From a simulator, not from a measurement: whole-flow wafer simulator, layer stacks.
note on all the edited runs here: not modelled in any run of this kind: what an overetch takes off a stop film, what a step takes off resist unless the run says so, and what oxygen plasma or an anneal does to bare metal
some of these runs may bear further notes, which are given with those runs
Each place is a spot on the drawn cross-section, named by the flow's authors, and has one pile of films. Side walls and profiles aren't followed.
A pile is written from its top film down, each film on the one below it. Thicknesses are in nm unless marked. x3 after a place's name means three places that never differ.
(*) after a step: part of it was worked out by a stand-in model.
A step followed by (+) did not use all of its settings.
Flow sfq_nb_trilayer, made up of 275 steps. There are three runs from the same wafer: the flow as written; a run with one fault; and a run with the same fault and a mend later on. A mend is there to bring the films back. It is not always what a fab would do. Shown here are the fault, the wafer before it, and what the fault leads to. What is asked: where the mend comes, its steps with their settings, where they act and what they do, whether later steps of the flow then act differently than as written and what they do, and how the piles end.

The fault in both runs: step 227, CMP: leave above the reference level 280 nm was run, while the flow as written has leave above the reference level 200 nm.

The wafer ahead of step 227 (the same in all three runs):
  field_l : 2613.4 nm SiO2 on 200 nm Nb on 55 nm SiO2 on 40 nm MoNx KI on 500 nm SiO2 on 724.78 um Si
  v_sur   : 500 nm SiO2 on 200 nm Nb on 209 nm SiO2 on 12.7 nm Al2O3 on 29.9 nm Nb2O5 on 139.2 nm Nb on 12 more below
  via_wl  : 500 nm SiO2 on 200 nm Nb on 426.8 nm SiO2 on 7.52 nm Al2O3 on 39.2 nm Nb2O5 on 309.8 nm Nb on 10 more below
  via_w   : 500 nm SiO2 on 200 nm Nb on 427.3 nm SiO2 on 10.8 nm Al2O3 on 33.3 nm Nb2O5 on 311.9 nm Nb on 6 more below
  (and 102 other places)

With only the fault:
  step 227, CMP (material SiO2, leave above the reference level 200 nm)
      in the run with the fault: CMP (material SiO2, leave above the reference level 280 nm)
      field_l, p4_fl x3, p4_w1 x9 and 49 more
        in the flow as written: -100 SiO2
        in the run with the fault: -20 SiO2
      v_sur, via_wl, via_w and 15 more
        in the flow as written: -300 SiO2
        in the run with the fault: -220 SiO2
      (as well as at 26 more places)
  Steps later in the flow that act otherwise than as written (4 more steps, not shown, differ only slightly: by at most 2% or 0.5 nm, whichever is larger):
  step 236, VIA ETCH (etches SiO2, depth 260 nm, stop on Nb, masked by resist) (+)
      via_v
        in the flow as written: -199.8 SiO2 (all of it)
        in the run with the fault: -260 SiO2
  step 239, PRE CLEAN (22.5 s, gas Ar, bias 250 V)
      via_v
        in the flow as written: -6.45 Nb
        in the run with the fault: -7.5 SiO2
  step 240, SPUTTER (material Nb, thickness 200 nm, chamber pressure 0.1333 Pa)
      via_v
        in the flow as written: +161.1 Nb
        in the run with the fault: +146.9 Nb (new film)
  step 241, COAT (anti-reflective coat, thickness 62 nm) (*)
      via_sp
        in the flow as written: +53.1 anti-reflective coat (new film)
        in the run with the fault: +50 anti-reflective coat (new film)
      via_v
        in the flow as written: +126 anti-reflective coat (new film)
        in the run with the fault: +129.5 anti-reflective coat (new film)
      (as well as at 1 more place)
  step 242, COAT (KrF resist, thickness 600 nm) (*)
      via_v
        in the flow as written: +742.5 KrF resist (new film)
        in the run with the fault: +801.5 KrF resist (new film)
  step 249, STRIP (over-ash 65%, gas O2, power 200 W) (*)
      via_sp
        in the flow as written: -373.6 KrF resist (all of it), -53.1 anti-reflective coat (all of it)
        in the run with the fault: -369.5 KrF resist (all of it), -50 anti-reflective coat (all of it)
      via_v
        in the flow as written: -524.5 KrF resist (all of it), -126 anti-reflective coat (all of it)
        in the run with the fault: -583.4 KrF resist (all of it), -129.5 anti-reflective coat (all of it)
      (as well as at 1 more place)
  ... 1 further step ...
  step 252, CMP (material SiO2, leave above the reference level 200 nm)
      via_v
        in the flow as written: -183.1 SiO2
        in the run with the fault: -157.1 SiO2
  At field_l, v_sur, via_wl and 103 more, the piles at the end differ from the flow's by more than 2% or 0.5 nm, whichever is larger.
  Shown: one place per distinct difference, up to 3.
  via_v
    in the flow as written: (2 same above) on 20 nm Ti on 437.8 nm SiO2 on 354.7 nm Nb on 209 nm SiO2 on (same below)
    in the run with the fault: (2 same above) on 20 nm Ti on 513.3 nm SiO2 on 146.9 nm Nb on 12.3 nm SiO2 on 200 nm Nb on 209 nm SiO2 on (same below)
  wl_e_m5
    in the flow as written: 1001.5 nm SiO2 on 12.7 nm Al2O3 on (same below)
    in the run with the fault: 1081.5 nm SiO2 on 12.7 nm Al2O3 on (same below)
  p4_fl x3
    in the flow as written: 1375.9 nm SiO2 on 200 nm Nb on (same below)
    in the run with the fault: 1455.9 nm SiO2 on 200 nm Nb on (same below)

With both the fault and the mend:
  The mend follows step 234.
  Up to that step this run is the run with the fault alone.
  step 234a, STRIP (over-ash 65%, gas O2, power 200 W) (*)
      field_l, v_sur, via_wl and 102 more
        -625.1 KrF resist (all of it), -62 anti-reflective coat (all of it)
      via_v
        -62 anti-reflective coat (all of it)
  step 234b, CMP (material SiO2, leave above the reference level 200 nm) (a further turn of the flow's step 227)
      field_l, v_sur, via_wl and 103 more
        -80 SiO2
  step 234c, COAT (anti-reflective coat, thickness 62 nm) (a further turn of the flow's step 229)
      field_l, v_sur, via_wl and 103 more
        +62 anti-reflective coat (new film)
  step 234d, COAT (KrF resist, thickness 650 nm) (a further turn of the flow's step 230)
      field_l, v_sur, via_wl and 103 more
        +650 KrF resist (new film)
  step 234e, SOFTBAKE (KrF resist) (a further turn of the flow's step 231)
      alters no film at any place that is followed
  step 234f, EXPOSE (photomask I6, dose 11.91 mJ/cm2, NA 0.6, wavelength 248 nm) (*) (a further turn of the flow's step 232)
      alters no film at any place that is followed
  step 234g, PEB (KrF resist, 90 s) (a further turn of the flow's step 233)
      field_l, v_sur, via_wl and 103 more
        -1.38 KrF resist
  step 234h, DEVELOP (KrF resist, thickness 650 nm, 60 s) (a further turn of the flow's step 234)
      field_l, v_sur, via_wl and 102 more
        -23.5 KrF resist
      via_v
        -648.6 KrF resist (all of it)
  Later steps of the flow that are run all act as written at every place that is followed.
  By the end, the piles equal the flow's at every place that both follow.
